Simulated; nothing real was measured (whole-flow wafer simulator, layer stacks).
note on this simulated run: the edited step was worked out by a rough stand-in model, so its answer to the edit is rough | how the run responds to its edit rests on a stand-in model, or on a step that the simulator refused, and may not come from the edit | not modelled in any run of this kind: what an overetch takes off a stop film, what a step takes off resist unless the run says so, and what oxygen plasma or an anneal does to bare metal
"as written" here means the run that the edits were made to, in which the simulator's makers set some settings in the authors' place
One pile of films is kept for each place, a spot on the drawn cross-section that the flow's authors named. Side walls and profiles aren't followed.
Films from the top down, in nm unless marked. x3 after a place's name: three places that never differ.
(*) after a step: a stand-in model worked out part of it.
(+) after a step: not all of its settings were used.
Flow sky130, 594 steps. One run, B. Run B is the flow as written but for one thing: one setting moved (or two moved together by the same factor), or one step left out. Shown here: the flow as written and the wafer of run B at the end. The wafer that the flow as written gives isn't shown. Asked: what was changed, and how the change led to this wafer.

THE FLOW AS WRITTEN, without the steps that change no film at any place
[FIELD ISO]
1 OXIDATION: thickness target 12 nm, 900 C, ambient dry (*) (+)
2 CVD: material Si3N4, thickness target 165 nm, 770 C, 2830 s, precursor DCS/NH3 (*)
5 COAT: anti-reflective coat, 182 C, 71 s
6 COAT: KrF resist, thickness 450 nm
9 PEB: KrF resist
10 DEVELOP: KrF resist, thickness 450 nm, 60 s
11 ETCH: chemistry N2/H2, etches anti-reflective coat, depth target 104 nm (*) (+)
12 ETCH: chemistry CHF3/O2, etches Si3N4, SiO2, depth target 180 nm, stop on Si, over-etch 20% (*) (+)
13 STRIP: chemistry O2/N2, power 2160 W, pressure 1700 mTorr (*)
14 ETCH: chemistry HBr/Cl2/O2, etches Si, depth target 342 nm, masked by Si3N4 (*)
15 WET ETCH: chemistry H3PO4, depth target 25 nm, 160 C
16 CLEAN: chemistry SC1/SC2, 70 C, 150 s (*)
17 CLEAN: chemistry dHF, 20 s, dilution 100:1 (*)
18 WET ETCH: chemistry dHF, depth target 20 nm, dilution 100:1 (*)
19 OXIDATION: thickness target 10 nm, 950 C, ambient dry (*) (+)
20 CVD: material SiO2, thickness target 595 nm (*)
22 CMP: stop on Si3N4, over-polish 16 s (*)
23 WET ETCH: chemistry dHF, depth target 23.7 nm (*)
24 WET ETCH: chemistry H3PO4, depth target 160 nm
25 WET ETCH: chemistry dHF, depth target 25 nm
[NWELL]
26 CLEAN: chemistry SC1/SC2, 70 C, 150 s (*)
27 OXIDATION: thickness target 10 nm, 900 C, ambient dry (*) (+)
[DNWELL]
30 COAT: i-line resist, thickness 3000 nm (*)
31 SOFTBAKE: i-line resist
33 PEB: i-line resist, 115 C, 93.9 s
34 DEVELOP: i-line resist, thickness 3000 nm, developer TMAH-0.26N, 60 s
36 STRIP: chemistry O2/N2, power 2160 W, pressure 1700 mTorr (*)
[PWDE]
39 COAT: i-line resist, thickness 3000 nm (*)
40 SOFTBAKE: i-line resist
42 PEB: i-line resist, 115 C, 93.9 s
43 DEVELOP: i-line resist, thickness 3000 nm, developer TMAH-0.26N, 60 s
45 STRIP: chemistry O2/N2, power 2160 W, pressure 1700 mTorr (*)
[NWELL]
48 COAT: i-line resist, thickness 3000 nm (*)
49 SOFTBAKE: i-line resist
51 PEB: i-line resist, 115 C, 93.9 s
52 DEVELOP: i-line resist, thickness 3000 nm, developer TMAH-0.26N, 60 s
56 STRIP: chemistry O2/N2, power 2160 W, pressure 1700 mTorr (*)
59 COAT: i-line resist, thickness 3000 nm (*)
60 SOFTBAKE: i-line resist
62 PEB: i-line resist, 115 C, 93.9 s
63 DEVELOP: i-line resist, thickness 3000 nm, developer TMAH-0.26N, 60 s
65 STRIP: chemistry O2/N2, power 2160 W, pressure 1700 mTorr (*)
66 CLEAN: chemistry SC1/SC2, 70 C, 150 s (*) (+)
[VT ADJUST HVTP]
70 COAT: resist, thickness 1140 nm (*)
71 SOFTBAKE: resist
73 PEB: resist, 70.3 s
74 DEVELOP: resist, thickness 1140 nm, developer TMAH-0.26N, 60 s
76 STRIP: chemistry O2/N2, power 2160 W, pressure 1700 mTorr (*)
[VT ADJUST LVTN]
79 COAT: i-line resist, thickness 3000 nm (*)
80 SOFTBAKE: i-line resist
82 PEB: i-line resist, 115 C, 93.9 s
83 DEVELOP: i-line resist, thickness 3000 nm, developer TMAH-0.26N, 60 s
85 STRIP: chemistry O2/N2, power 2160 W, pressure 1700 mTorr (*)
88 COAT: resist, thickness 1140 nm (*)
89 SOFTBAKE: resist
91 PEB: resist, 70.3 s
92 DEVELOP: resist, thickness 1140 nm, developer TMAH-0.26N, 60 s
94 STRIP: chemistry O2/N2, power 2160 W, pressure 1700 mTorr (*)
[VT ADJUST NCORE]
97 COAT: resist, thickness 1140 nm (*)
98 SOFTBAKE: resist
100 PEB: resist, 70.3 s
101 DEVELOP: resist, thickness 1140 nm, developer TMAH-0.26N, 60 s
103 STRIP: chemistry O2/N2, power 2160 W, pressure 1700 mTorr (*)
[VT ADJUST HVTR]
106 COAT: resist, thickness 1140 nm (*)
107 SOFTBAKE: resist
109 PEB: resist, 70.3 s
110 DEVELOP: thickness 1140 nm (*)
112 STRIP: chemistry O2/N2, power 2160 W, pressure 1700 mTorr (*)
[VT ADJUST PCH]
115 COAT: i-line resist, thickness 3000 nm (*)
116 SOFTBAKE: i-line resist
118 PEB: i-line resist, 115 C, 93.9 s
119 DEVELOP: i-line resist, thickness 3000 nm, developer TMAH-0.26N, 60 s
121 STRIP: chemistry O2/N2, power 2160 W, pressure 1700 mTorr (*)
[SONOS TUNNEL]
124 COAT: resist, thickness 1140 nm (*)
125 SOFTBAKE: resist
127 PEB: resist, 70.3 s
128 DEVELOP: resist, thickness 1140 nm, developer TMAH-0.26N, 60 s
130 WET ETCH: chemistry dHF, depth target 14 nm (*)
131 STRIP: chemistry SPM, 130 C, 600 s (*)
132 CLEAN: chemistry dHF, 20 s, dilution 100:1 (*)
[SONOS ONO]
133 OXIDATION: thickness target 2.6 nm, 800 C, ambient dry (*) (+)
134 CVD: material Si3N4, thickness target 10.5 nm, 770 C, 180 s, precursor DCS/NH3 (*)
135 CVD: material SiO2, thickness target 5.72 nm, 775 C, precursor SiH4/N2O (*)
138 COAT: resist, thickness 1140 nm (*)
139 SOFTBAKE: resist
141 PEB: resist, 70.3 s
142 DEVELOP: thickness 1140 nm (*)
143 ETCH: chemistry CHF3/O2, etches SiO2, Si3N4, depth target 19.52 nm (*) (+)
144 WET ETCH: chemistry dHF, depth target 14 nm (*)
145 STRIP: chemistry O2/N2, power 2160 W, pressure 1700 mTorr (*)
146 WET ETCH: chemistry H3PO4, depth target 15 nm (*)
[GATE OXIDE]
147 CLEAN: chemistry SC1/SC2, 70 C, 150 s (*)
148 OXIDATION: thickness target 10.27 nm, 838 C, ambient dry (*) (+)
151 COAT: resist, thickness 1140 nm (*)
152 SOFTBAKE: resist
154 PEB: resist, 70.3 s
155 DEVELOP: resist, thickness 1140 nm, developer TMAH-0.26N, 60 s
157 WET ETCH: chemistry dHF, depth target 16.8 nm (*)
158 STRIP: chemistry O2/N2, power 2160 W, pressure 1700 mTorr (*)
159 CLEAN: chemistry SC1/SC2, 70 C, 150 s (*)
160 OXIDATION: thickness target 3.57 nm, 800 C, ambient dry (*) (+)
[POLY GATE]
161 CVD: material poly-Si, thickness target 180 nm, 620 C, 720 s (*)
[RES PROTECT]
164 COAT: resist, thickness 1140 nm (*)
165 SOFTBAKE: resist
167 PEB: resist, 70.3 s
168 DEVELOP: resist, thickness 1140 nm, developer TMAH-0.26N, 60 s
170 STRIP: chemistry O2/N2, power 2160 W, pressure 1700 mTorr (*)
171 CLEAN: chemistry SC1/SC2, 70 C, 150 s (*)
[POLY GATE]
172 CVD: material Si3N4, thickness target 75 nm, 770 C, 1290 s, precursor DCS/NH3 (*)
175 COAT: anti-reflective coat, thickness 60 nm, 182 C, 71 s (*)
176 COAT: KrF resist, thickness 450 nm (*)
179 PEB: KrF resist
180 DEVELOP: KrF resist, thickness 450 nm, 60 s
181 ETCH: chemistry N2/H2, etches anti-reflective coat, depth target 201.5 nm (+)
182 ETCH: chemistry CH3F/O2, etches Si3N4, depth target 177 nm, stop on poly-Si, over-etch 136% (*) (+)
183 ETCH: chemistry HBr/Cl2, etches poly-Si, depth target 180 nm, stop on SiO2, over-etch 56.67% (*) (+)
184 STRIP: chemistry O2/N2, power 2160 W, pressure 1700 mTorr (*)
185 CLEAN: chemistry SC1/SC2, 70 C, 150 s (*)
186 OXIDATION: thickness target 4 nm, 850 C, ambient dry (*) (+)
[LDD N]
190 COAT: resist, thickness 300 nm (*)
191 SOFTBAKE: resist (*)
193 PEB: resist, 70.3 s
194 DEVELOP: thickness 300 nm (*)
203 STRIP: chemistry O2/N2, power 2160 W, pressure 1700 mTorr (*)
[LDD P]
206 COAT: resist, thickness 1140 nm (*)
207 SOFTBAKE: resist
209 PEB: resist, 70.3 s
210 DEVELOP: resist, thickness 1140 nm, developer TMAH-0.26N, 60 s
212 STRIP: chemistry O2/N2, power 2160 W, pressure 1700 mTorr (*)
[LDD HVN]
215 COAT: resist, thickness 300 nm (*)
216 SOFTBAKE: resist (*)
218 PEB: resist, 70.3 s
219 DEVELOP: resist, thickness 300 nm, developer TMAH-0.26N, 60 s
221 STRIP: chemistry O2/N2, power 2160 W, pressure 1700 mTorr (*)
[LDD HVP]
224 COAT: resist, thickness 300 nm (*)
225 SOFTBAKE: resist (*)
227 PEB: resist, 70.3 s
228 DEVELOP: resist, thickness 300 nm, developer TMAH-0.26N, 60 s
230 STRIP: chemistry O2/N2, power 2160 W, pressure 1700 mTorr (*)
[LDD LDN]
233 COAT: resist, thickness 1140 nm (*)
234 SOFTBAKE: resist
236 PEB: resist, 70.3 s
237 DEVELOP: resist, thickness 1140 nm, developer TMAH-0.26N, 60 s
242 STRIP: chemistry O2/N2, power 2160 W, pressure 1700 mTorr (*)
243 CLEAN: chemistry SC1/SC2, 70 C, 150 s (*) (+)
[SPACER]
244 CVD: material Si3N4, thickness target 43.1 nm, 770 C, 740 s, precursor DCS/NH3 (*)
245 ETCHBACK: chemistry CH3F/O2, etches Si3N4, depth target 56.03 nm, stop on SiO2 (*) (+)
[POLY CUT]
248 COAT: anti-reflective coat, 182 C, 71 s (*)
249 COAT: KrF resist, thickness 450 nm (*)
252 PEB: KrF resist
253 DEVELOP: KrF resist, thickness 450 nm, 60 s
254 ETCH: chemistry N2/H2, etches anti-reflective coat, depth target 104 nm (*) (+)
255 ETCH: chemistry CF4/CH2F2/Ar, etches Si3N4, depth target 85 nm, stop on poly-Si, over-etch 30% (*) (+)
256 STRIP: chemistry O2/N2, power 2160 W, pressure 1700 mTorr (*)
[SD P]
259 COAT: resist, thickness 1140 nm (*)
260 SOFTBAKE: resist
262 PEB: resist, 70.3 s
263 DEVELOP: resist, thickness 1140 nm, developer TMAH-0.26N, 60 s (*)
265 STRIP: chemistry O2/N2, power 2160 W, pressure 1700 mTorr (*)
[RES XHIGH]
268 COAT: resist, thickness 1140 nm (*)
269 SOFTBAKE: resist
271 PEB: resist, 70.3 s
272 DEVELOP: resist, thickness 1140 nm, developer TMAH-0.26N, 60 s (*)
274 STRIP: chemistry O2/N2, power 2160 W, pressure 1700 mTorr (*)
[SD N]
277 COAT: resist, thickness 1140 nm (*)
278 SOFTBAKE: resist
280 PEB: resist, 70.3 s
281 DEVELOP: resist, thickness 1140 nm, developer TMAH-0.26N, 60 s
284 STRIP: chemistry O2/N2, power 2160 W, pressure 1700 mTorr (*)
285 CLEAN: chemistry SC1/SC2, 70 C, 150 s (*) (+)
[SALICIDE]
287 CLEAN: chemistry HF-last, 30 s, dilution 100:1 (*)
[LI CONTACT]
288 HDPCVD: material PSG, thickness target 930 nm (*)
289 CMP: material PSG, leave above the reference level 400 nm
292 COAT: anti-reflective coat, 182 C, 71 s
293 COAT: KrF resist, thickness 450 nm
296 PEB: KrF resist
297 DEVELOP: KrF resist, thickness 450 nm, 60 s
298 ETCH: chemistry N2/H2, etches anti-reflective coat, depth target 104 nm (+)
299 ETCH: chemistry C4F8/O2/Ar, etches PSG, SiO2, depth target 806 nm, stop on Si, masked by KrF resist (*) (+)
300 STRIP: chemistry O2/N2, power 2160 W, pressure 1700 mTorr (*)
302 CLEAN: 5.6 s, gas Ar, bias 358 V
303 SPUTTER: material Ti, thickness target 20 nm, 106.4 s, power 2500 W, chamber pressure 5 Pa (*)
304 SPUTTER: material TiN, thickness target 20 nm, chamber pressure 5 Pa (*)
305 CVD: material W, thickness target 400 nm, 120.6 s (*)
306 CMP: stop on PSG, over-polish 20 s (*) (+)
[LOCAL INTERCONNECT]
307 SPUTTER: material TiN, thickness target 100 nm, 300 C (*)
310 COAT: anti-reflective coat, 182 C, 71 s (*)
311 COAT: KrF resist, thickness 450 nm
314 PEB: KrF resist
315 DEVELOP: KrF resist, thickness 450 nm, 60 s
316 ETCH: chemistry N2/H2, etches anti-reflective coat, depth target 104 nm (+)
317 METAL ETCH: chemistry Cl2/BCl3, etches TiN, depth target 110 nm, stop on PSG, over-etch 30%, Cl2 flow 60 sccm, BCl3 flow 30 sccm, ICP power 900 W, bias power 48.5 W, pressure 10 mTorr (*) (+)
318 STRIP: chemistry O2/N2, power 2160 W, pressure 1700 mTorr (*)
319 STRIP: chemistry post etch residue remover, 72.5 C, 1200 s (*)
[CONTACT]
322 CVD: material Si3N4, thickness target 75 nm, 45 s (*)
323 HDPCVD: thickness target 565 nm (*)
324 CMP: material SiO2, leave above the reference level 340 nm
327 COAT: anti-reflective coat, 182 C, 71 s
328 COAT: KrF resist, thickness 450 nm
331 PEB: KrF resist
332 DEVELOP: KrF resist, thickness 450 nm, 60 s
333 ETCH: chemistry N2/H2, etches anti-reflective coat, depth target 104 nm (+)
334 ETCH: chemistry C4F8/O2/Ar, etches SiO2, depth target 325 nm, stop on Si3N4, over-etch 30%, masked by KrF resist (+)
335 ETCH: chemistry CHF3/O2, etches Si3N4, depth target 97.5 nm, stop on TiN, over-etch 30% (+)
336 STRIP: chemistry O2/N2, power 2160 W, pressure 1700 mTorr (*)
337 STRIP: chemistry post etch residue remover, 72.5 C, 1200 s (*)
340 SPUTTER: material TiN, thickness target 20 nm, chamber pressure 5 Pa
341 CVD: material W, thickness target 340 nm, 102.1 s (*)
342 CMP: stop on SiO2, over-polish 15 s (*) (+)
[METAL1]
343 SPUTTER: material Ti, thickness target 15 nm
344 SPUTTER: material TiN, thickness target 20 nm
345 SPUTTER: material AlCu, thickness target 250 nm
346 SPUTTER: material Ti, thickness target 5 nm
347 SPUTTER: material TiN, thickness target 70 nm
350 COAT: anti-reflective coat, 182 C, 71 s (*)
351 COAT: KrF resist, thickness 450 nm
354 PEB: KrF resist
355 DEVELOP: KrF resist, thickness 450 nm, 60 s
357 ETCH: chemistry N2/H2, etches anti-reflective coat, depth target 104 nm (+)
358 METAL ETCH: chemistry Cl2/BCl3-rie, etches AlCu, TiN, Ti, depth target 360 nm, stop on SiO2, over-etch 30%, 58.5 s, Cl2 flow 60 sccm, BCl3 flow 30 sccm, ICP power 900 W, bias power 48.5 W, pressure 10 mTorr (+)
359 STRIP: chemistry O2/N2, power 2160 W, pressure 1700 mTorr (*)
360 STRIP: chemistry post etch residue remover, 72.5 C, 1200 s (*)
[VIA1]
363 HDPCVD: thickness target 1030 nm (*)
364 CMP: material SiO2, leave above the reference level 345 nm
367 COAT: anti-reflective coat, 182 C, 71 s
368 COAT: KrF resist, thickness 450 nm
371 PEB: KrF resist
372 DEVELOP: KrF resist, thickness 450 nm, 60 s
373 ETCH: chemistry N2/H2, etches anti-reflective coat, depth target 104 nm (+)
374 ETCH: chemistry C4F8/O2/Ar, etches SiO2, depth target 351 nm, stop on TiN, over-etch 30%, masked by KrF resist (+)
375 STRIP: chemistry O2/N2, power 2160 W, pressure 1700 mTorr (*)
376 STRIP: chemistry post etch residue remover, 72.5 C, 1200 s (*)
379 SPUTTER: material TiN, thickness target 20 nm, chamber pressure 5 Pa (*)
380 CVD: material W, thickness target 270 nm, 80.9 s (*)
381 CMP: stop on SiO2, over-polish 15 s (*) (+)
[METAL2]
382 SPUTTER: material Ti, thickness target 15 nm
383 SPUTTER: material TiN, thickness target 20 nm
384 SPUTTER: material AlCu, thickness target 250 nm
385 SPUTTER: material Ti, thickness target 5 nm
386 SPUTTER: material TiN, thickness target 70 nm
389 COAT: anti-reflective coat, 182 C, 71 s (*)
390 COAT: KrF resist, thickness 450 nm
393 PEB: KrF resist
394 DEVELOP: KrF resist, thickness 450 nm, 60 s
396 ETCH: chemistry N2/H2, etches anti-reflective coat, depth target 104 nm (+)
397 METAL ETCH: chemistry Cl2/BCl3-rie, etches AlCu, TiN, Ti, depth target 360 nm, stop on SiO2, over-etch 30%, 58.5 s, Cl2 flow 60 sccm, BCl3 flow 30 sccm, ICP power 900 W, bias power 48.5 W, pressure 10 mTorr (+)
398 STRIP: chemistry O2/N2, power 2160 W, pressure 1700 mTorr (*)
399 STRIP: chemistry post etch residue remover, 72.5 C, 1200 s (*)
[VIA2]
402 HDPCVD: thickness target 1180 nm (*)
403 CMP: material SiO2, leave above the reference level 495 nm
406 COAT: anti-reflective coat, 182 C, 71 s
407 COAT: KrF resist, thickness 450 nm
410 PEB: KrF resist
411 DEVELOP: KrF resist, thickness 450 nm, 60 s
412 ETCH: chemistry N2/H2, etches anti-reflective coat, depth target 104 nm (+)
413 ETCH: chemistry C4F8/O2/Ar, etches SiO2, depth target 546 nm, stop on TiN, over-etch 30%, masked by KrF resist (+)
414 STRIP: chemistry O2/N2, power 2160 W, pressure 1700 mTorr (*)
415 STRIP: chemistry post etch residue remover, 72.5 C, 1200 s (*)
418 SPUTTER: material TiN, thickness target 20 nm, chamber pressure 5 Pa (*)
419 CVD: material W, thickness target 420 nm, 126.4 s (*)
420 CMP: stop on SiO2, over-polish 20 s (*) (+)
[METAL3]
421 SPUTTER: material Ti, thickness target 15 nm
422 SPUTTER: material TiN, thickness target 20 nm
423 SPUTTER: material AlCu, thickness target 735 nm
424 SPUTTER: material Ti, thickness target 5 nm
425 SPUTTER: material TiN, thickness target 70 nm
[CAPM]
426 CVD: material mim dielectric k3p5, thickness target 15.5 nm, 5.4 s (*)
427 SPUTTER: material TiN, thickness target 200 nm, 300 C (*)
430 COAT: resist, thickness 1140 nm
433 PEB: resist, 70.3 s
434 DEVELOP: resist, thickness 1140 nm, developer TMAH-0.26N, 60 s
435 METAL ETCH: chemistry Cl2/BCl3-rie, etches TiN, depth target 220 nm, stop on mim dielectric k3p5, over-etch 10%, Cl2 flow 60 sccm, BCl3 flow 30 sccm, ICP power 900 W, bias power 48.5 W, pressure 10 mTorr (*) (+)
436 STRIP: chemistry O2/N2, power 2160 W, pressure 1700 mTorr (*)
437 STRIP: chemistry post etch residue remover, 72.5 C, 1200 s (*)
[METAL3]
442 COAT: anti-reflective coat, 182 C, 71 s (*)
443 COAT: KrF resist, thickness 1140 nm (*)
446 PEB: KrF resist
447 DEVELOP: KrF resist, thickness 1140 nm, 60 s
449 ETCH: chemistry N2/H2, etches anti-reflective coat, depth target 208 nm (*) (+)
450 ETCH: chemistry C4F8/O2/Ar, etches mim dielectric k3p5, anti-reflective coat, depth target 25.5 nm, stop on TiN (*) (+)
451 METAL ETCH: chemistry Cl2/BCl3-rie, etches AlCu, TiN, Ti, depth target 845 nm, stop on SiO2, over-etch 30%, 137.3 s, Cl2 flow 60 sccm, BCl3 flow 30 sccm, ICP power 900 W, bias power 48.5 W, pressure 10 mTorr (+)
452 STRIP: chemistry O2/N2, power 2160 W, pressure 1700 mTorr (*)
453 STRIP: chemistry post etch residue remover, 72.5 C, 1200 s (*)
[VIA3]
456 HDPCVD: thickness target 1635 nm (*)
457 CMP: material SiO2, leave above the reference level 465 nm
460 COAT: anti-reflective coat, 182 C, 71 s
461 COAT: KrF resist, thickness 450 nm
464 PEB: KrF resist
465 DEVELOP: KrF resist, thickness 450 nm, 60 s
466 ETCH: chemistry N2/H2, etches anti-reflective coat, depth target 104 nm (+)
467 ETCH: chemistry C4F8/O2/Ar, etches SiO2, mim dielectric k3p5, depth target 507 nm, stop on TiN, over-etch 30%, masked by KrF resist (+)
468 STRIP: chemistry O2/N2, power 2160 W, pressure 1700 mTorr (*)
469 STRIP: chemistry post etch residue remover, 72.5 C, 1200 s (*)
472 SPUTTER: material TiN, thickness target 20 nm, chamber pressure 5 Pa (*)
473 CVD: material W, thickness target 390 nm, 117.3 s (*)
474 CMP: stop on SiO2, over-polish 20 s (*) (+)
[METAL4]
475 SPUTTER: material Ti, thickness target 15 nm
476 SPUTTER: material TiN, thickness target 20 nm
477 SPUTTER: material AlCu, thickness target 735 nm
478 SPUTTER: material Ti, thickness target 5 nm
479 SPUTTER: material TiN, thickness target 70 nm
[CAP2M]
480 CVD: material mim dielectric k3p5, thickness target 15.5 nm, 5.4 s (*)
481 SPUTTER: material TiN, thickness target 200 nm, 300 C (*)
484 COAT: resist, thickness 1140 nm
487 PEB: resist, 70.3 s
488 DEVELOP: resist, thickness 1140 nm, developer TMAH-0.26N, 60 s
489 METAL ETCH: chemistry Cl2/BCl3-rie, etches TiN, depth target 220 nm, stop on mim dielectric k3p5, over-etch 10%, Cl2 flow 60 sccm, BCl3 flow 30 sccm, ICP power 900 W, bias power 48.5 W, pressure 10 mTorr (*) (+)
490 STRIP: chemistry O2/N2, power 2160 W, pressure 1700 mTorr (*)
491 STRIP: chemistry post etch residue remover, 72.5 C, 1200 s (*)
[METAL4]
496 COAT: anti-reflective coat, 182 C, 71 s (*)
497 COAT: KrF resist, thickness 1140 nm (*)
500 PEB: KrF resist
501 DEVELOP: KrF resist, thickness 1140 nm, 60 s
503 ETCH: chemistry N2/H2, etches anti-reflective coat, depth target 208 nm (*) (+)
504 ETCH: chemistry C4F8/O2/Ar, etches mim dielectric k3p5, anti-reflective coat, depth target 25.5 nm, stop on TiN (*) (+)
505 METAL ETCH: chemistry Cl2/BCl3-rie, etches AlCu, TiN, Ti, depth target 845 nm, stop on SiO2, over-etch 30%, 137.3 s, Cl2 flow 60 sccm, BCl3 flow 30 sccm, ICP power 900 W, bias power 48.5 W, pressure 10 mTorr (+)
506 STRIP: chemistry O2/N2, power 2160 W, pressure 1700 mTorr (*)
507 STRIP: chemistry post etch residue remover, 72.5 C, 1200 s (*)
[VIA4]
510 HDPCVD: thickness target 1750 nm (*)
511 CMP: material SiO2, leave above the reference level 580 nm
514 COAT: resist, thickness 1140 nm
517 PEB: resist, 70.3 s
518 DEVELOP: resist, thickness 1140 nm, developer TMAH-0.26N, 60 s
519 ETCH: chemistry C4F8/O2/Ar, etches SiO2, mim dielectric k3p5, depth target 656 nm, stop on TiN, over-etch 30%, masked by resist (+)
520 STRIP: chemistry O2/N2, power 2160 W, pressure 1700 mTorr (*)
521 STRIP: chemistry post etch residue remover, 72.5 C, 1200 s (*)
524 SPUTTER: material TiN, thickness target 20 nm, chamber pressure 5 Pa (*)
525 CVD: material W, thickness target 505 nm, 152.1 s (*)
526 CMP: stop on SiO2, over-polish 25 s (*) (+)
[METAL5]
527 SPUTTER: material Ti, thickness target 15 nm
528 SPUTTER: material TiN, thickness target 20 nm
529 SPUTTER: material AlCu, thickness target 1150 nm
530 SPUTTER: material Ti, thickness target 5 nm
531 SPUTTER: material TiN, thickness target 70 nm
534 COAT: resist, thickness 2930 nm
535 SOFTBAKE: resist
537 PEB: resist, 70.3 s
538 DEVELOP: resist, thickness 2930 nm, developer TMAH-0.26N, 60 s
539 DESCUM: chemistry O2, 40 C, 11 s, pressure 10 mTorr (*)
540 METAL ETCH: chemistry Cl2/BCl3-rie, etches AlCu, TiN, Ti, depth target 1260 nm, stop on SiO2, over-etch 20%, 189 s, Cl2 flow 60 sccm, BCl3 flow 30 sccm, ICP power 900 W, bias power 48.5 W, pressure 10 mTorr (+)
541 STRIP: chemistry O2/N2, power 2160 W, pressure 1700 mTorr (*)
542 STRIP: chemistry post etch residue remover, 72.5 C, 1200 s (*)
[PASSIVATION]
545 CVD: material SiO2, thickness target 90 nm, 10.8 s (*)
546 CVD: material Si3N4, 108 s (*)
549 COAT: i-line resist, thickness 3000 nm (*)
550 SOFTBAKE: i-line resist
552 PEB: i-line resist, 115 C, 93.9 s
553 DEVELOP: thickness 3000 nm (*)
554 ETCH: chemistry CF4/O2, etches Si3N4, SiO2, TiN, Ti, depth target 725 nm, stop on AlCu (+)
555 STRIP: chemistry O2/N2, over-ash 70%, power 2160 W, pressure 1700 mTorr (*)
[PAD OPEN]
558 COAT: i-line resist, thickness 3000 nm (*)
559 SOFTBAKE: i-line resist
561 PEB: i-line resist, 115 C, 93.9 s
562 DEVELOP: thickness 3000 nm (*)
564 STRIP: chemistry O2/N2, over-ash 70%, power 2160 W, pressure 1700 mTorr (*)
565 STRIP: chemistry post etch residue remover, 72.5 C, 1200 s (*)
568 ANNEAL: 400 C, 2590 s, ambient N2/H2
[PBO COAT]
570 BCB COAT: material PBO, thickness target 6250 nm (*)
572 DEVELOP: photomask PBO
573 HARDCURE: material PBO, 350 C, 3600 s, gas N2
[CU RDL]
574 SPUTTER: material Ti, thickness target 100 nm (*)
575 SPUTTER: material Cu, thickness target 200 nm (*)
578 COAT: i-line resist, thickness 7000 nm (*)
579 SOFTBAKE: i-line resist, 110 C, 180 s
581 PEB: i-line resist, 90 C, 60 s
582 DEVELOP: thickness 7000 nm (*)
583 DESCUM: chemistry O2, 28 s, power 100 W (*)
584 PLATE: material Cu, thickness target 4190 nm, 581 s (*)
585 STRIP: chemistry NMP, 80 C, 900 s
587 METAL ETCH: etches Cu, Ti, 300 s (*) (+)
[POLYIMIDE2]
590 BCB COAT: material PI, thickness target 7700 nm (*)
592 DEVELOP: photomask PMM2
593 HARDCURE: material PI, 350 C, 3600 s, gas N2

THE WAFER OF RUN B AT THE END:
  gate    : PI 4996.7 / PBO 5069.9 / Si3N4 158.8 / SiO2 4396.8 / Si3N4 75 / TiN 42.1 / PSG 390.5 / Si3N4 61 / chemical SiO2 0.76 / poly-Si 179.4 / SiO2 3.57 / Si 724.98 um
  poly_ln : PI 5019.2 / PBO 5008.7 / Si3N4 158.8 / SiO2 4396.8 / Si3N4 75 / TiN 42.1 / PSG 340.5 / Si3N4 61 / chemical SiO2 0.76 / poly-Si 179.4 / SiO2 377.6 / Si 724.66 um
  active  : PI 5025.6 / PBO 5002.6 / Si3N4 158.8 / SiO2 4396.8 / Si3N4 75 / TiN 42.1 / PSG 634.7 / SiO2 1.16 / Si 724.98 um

The cause: step 317, METAL ETCH: depth target 56.1 nm was run, where the flow has depth target 110 nm.

How the change led to this, step by step:
  317 METAL ETCH: chemistry Cl2/BCl3, etches TiN, depth target 110 nm, stop on PSG, over-etch 30%, Cl2 flow 60 sccm, BCl3 flow 30 sccm, ICP power 900 W, bias power 48.5 W, pressure 10 mTorr (*) (+)
      field, active, gate and 88 more: TiN -56.1 (as written it would be: TiN -98.7 (all of it))
      n_well, p_well, gate_hv and 97 more: KrF resist -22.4 (as written it would be: KrF resist -44)
  318 STRIP: chemistry O2/N2, power 2160 W, pressure 1700 mTorr (*)
      n_well, p_well, gate_hv and 93 more: KrF resist -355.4 (all of it), anti-reflective coat -80 (all of it) (as written it would be: KrF resist -333.8 (all of it), anti-reflective coat -80 (all of it))
      poly_licon, ndiff_licon, ndiff_licon_cpp, rpo_hd_licon: KrF resist -355.4 (all of it), anti-reflective coat -80.5 (all of it) (as written it would be: KrF resist -333.9 (all of it), anti-reflective coat -80.5 (all of it))
  324 CMP: material SiO2, leave above the reference level 340 nm
      field, active, gate and 88 more: SiO2 -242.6 (as written it would be: SiO2 -200.4)
Counting metal films that touch as one body, gate has 1 body; the flow as written gives 0 bodies.
Counting metal films that touch as one body, poly_ln has 1 body; the flow as written gives 0 bodies.
Counting metal films that touch as one body, active has 1 body; the flow as written gives 0 bodies.
